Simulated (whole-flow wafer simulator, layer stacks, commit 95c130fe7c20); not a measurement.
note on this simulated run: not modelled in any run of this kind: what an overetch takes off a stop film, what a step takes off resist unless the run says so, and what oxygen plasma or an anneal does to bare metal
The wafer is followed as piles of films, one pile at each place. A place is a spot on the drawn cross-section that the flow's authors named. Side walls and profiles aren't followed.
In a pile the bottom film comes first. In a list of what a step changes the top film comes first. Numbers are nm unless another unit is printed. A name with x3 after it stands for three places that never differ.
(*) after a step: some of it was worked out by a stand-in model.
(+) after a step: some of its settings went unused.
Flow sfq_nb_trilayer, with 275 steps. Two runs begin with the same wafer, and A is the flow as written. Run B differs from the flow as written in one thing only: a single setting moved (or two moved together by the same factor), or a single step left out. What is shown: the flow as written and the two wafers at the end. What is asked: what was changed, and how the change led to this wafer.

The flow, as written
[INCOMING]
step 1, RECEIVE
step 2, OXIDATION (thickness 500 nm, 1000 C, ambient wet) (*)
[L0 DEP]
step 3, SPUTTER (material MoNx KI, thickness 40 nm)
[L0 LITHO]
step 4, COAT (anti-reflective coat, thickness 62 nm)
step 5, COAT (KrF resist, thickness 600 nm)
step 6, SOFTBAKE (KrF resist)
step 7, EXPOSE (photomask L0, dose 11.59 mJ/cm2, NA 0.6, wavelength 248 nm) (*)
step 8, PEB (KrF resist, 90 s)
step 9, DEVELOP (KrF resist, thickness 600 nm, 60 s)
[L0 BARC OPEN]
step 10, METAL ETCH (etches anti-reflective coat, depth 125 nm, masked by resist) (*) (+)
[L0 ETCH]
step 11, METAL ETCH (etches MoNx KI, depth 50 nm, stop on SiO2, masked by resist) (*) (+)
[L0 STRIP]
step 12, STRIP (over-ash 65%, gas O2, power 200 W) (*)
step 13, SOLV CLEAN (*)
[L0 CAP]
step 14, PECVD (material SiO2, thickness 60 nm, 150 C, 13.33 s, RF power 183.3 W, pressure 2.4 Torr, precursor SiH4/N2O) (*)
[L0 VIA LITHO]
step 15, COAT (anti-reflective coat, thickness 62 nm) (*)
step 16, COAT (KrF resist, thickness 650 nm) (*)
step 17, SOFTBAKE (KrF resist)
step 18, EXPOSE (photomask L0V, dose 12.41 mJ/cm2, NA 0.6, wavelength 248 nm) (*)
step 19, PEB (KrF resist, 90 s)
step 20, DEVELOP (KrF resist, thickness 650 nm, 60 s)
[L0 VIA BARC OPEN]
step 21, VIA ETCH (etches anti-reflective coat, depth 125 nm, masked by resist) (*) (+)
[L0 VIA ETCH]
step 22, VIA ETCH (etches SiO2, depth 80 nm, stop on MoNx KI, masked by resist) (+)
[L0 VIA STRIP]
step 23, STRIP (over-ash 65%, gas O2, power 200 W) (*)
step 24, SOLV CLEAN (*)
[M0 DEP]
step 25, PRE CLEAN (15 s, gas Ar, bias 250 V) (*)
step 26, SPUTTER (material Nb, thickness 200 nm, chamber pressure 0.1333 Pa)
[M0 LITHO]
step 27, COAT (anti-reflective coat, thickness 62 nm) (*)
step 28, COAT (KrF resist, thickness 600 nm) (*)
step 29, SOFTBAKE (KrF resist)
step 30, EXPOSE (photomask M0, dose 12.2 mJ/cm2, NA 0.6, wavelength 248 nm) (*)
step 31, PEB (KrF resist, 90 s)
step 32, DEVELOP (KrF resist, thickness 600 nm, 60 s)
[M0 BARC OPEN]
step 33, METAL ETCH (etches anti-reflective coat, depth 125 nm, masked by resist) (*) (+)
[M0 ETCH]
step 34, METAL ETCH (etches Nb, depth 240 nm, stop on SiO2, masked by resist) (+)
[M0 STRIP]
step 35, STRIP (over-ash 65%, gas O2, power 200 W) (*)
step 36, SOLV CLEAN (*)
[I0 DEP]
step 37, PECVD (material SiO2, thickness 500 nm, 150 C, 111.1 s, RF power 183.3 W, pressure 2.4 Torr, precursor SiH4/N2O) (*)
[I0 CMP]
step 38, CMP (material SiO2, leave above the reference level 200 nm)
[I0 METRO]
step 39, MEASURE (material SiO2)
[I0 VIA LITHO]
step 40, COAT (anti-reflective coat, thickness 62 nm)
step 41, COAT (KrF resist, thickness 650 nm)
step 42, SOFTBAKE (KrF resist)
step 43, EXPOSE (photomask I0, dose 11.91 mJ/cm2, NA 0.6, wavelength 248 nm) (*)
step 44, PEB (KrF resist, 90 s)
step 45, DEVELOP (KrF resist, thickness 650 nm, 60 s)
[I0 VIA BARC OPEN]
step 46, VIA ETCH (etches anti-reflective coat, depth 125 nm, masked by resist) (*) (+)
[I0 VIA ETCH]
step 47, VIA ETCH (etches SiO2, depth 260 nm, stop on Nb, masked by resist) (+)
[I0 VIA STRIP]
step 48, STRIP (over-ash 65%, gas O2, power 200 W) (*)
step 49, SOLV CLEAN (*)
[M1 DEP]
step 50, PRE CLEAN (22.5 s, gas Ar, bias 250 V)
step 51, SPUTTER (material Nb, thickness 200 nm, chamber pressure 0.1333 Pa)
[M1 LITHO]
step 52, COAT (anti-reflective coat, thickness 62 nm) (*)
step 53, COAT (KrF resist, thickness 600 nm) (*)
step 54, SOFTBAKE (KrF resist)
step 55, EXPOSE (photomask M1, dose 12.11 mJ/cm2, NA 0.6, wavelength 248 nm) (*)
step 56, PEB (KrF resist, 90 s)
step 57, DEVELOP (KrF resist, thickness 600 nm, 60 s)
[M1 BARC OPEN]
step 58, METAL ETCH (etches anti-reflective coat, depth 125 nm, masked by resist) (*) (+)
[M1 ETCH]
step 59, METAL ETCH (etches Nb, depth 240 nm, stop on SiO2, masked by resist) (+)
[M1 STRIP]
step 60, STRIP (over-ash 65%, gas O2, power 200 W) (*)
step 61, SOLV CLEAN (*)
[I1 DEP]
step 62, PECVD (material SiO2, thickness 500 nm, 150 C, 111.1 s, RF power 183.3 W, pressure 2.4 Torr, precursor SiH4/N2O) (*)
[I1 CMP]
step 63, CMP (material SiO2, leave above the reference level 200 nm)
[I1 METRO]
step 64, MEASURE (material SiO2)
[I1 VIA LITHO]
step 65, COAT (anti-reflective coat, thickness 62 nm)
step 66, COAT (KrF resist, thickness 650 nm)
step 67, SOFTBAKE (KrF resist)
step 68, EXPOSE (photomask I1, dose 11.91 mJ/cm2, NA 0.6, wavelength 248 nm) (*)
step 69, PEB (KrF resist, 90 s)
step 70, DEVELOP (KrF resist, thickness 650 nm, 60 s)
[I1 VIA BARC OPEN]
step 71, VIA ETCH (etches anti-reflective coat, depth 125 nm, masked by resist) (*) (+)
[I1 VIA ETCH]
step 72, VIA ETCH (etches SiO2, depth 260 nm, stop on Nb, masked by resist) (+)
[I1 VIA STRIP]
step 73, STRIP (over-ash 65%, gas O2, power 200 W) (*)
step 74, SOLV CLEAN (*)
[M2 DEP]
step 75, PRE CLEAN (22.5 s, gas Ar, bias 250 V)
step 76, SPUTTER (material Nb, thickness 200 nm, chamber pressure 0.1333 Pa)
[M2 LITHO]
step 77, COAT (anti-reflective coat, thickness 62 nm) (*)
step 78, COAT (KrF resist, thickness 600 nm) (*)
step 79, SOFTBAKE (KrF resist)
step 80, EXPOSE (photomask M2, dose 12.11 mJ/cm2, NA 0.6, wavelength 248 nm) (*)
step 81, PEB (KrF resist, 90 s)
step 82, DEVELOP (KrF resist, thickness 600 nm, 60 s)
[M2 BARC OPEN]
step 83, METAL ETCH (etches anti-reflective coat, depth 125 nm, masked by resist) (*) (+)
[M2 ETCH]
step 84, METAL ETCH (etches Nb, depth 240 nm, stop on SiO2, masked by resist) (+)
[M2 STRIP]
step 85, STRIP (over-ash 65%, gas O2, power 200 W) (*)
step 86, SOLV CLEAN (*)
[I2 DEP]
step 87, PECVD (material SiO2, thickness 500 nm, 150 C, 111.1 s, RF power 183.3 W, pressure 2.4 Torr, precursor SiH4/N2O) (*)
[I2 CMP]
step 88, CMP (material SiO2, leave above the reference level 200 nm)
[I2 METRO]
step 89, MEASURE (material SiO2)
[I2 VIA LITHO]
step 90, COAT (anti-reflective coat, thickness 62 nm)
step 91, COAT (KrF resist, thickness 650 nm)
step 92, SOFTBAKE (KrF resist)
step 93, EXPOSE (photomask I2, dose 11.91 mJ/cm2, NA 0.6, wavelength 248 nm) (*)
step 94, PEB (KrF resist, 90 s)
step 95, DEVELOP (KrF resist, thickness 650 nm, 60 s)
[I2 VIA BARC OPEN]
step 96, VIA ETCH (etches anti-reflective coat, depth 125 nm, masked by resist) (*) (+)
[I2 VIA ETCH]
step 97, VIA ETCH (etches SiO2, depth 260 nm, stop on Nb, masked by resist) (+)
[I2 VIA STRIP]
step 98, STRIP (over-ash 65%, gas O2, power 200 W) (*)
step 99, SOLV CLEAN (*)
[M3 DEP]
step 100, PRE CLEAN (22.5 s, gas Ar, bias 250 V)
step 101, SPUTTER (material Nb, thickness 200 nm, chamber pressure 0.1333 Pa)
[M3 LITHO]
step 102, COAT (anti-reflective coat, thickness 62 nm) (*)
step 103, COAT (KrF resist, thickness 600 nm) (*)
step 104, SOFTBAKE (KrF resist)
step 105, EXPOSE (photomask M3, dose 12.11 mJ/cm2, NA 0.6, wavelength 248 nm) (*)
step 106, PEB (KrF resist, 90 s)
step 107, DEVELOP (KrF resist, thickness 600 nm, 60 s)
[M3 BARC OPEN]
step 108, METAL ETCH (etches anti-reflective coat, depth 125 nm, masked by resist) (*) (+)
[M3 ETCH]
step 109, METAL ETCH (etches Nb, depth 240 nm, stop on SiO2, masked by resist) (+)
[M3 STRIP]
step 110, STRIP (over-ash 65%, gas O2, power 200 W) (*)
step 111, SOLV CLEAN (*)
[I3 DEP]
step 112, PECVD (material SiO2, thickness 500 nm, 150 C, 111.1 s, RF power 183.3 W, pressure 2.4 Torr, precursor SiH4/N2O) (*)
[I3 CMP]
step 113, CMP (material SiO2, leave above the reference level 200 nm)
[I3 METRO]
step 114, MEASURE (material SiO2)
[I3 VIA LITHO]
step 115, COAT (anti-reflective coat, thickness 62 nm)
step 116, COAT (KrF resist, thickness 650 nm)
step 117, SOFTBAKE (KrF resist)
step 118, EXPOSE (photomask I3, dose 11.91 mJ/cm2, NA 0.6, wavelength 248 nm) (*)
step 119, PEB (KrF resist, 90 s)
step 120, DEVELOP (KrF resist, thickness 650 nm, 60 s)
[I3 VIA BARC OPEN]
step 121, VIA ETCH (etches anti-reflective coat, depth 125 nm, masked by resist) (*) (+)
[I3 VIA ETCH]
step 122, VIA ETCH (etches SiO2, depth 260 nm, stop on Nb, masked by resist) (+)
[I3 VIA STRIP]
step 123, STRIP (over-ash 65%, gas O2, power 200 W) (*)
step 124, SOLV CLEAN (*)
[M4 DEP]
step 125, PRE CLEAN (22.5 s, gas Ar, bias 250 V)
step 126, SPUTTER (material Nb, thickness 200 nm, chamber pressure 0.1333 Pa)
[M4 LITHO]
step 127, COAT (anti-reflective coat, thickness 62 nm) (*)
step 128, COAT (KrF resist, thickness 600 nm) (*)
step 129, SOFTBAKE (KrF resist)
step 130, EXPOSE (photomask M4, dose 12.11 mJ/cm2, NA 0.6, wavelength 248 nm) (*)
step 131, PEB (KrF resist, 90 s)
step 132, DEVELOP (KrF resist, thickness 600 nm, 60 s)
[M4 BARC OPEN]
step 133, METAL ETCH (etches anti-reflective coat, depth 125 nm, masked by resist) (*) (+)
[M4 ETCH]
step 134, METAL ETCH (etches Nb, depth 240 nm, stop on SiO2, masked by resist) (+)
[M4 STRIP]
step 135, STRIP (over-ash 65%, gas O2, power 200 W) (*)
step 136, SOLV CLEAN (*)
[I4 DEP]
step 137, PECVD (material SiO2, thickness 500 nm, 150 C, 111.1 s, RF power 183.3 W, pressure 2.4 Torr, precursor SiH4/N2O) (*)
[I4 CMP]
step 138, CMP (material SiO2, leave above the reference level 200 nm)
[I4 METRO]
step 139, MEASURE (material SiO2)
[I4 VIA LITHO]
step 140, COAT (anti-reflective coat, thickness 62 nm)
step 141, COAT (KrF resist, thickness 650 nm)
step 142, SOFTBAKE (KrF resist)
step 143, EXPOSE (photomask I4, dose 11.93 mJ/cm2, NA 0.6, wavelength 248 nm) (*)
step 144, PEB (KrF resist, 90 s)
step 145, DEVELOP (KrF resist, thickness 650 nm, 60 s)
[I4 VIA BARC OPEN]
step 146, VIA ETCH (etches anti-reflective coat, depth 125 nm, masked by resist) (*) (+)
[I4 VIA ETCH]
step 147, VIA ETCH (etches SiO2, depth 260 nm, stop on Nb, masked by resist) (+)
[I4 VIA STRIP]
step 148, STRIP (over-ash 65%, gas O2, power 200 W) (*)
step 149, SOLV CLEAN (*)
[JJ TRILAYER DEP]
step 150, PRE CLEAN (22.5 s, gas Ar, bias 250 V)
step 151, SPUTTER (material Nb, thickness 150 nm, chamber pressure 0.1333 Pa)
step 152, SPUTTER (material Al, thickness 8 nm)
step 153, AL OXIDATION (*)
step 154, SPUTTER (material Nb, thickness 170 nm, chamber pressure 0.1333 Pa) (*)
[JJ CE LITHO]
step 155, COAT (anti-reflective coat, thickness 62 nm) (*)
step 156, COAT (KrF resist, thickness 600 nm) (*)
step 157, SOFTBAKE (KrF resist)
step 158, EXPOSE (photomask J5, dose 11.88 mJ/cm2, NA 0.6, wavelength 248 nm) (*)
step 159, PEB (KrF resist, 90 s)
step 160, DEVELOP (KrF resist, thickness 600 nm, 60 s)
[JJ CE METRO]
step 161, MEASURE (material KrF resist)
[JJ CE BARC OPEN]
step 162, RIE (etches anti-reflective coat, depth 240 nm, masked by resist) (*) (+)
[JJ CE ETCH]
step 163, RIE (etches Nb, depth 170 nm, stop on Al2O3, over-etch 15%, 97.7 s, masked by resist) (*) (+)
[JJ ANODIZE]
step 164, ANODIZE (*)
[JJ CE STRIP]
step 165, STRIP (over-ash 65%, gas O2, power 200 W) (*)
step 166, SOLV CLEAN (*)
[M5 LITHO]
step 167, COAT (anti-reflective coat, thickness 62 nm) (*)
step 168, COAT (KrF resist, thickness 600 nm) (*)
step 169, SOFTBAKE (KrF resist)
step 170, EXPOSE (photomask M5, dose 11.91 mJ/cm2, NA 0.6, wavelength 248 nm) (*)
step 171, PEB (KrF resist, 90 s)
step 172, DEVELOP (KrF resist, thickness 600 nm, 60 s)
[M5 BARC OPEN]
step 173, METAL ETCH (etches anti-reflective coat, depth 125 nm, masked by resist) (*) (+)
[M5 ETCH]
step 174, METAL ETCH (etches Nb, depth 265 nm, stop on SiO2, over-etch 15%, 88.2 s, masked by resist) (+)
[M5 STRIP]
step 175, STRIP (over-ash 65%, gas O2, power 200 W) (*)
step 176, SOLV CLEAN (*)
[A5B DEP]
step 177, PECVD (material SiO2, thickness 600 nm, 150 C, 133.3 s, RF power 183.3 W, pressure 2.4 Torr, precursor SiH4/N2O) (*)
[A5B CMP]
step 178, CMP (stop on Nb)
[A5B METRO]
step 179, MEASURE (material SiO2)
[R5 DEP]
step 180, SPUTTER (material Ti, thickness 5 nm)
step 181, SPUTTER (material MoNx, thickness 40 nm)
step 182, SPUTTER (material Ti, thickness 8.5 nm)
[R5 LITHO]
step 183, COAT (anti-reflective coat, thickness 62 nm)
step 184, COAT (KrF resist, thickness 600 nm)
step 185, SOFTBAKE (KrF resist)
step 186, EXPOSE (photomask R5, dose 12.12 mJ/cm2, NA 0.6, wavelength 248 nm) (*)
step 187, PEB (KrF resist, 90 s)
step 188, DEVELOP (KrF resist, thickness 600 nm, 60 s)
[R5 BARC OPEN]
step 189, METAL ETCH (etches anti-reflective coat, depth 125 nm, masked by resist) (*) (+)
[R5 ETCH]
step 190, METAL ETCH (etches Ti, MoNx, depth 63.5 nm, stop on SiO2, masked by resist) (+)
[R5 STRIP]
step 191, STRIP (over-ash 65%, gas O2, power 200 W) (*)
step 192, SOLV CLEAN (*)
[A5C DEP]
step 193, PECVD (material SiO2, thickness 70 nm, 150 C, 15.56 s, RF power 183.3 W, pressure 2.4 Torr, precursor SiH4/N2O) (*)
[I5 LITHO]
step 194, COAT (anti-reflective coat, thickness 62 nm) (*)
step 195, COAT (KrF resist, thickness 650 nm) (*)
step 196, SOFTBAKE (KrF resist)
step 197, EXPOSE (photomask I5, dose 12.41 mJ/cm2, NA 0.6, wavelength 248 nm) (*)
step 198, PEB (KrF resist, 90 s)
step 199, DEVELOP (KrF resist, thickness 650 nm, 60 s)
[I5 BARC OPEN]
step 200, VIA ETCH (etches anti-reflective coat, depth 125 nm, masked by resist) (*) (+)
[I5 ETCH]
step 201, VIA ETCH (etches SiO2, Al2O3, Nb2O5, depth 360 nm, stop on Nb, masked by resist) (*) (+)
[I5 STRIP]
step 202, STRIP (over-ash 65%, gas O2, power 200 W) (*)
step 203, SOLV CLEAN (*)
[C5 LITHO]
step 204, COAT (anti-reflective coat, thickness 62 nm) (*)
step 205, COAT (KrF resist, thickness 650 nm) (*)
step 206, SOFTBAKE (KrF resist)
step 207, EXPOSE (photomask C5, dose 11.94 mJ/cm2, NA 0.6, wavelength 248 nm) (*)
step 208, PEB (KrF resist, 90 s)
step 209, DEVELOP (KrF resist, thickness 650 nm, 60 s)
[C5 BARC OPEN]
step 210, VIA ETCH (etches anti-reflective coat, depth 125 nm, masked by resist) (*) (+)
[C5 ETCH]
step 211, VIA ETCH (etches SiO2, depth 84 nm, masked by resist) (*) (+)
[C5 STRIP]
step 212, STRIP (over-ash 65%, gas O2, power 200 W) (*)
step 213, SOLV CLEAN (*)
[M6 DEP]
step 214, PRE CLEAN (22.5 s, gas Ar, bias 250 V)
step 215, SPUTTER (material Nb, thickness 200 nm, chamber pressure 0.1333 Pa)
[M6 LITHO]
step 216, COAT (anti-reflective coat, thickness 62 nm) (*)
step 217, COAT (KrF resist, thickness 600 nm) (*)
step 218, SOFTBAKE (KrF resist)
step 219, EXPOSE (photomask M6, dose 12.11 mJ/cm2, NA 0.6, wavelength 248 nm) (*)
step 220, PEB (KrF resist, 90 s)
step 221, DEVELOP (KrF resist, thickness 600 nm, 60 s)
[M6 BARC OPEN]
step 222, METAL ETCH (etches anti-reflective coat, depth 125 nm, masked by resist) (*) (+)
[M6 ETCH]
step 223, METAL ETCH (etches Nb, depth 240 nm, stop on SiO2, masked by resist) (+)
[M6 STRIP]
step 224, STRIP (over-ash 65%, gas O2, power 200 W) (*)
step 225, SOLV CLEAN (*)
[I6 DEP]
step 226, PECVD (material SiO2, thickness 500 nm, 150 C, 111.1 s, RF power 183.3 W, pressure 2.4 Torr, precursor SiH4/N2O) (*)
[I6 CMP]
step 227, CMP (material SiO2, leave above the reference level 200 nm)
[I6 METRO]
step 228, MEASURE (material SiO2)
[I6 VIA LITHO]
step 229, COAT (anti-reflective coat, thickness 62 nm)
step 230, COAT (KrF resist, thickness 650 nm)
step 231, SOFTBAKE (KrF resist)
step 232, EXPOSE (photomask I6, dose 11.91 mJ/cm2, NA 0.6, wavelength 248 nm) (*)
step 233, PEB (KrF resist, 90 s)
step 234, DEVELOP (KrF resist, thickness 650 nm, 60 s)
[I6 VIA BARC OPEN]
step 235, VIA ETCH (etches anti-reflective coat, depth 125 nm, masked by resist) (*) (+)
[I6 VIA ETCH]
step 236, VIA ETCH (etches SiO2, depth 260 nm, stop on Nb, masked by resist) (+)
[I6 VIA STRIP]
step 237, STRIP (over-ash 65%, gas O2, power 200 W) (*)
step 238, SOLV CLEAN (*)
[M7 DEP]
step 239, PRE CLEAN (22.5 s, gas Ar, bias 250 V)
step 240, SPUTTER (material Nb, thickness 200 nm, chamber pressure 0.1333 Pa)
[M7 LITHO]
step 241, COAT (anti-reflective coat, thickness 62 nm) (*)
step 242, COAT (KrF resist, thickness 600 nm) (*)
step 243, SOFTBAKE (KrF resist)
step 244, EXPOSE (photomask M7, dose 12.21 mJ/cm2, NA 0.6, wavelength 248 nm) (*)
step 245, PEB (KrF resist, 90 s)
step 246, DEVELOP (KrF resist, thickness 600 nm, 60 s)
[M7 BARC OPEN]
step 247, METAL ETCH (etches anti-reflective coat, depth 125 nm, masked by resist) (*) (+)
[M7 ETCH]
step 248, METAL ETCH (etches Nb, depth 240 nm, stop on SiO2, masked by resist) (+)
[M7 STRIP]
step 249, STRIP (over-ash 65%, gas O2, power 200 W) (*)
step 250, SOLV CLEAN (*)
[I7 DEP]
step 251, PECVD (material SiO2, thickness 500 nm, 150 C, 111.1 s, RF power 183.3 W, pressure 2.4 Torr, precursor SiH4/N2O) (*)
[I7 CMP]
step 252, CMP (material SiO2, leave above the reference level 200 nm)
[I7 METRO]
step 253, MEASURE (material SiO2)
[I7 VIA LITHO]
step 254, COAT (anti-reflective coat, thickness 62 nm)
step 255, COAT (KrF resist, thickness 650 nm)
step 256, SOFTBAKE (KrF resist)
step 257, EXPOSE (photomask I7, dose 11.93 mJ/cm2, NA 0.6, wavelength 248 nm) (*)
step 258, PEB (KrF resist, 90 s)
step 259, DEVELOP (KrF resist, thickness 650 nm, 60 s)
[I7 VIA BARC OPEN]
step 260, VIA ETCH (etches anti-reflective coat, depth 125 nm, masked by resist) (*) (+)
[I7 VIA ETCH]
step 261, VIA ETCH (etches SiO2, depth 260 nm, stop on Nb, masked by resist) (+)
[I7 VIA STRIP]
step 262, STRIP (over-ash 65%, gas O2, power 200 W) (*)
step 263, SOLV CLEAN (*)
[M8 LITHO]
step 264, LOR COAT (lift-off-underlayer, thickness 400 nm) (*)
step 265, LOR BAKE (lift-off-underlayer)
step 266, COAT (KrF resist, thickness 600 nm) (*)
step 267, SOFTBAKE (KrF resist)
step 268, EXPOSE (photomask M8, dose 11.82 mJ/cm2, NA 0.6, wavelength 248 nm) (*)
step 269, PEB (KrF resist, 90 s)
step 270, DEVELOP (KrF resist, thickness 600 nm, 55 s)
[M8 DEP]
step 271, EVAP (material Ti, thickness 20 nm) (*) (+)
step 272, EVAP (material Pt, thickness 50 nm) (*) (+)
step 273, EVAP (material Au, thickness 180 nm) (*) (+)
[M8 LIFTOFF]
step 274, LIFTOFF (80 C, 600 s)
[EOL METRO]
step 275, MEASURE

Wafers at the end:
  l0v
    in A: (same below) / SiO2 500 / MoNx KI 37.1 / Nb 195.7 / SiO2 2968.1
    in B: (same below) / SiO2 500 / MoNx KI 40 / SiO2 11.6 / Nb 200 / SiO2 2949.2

Cause: step 22, VIA ETCH: depth 43.2 nm was run, while the flow as written has depth 80 nm.

Step by step, how the change led to this:
  step 22, VIA ETCH (etches SiO2, depth 80 nm, stop on MoNx KI, masked by resist) (+)
      l0v: A -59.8 SiO2 (all of it) | B -43.2 SiO2
      field_l, v_sur, via_wl and 102 more: A -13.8 KrF resist | B -7.45 KrF resist
  step 25, PRE CLEAN (15 s, gas Ar, bias 250 V) (*)
      l0v: A -2.91 MoNx KI | B -5 SiO2
  step 26, SPUTTER (material Nb, thickness 200 nm, chamber pressure 0.1333 Pa)
      l0v: A +195.7 Nb (new film) | B +200 Nb (new film)
  step 27, COAT (anti-reflective coat, thickness 62 nm) (*)
      l0_sur: A +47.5 anti-reflective coat (new film) | B +49.3 anti-reflective coat (new film)
      l0v: A +78 anti-reflective coat (new film) | B +73.1 anti-reflective coat (new film)
  step 35, STRIP (over-ash 65%, gas O2, power 200 W) (*)
      l0_sur: A -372 KrF resist (all of it), -47.5 anti-reflective coat (all of it) | B -373 KrF resist (all of it), -49.3 anti-reflective coat (all of it)
      l0v: A -405.3 KrF resist (all of it), -78 anti-reflective coat (all of it) | B -395.2 KrF resist (all of it), -73.1 anti-reflective coat (all of it)
  step 38, CMP (material SiO2, leave above the reference level 200 nm)
      l0v: A -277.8 SiO2 | B -296.6 SiO2
With metal films that touch counted as one body, l0v has 2 bodies (between them, from the top down: SiO2 11.6); the flow as written gives 1 body.
